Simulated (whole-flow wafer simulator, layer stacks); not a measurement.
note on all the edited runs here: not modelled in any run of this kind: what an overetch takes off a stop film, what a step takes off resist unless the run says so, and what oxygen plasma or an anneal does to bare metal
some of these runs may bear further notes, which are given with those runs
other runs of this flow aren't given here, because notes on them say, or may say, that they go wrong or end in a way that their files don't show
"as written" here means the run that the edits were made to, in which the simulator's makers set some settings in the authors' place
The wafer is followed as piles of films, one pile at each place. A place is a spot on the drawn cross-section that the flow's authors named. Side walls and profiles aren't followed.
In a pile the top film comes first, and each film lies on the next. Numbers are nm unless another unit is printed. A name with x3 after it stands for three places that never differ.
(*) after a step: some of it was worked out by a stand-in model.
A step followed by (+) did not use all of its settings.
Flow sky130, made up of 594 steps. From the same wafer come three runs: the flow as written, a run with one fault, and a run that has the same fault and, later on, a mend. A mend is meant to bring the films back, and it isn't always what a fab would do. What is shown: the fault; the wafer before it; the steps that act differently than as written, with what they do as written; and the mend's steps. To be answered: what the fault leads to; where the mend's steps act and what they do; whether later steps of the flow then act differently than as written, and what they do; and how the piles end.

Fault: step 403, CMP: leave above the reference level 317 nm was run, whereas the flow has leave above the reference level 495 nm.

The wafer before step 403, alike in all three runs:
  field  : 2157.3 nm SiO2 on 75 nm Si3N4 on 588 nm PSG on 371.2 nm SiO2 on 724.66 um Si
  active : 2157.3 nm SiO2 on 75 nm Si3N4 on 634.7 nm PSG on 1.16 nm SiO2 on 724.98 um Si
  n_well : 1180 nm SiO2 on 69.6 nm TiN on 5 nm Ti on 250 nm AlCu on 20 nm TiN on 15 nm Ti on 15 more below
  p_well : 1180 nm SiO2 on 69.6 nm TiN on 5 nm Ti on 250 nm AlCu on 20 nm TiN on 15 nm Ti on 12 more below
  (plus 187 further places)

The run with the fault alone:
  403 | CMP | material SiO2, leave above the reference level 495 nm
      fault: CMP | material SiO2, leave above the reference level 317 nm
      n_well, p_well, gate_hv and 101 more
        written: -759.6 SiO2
        fault: -937.6 SiO2
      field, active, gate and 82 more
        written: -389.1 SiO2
        fault: -567.1 SiO2
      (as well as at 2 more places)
  Later steps of the flow acting differently than as written (not shown: 1 more step that differs only slightly, by at most 2% or 0.5 nm, whichever is larger):
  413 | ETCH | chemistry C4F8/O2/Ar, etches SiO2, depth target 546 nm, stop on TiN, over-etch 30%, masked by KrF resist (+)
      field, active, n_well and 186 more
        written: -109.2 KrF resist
        fault: -63 KrF resist
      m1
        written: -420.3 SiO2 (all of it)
        fault: -242.3 SiO2 (all of it)
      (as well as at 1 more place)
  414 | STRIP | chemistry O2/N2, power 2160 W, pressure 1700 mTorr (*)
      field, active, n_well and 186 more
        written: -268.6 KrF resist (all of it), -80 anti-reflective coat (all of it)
        fault: -314.8 KrF resist (all of it), -80 anti-reflective coat (all of it)
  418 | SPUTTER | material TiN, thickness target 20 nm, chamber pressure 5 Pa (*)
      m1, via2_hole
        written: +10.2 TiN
        fault: +12.8 TiN
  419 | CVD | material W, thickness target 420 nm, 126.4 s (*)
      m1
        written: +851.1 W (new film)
        fault: +670.5 W (new film)
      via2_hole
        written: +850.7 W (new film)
        fault: +670.1 W (new film)
  By the end, the piles at field, active, n_well and 190 more depart from the flow's by more than 2% or 0.5 nm, whichever is larger.
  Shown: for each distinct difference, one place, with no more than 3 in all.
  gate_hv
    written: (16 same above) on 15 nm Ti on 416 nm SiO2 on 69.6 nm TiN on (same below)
    fault: (16 same above) on 15 nm Ti on 238 nm SiO2 on 69.6 nm TiN on (same below)
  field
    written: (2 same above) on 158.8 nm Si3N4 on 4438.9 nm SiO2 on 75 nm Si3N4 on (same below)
    fault: (2 same above) on 158.8 nm Si3N4 on 4260.9 nm SiO2 on 75 nm Si3N4 on (same below)
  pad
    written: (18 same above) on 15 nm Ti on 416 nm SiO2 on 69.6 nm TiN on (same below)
    fault: (18 same above) on 15 nm Ti on 238 nm SiO2 on 69.6 nm TiN on (same below)

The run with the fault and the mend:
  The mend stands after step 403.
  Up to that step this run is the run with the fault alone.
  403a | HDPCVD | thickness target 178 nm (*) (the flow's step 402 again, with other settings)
      field, active, n_well and 188 more
        +178 SiO2
  None of the later steps of the flow differs from how it acts as written, at any place that is followed, by more than 2% or 0.5 nm, whichever is larger.
  The piles end the same as the flow's at every place that both follow.
